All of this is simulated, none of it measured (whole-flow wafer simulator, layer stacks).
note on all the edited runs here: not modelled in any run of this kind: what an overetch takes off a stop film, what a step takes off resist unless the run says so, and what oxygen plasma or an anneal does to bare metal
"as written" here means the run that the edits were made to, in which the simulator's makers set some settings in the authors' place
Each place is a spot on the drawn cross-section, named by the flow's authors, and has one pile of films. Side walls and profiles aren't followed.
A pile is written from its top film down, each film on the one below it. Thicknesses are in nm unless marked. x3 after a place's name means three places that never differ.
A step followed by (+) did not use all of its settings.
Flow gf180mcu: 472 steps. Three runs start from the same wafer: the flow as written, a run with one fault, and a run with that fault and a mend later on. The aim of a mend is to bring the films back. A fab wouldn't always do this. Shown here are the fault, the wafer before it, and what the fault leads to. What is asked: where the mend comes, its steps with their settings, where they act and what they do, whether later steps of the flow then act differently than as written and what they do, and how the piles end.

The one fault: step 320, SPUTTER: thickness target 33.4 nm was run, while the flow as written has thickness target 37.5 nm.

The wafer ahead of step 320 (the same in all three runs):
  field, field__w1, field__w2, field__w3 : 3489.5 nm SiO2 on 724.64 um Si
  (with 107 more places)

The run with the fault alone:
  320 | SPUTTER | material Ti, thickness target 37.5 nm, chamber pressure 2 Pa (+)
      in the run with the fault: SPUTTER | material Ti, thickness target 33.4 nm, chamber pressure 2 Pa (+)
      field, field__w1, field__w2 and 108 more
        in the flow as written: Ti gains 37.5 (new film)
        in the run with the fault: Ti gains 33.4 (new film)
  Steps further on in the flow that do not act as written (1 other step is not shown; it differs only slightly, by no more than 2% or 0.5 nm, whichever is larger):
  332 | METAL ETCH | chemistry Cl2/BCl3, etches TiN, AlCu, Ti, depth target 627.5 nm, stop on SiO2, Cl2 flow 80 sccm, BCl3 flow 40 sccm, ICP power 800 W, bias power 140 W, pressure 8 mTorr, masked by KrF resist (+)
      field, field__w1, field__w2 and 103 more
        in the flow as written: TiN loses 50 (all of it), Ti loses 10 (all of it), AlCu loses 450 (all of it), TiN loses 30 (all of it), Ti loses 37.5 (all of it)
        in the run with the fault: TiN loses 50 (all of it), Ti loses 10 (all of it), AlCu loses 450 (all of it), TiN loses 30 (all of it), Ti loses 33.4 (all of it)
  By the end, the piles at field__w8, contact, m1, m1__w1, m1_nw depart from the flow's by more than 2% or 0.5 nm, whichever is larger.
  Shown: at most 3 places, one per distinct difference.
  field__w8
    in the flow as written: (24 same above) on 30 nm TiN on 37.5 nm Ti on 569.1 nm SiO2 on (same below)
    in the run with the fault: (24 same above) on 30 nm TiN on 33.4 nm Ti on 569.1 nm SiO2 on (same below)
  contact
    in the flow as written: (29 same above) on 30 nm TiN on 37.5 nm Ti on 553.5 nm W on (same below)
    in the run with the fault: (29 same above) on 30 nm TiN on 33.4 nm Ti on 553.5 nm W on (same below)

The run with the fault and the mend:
  The mend stands after step 320.
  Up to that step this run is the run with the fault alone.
  320a | SPUTTER | material Ti, thickness target 4.1 nm, chamber pressure 2 Pa (+) (the flow's step 320, run once more with other settings)
      field, field__w1, field__w2 and 108 more
        Ti gains 4.1
  Every later step of the flow that is run acts as written at every place that is followed.
  The piles end the same as the flow's at every place that both follow.
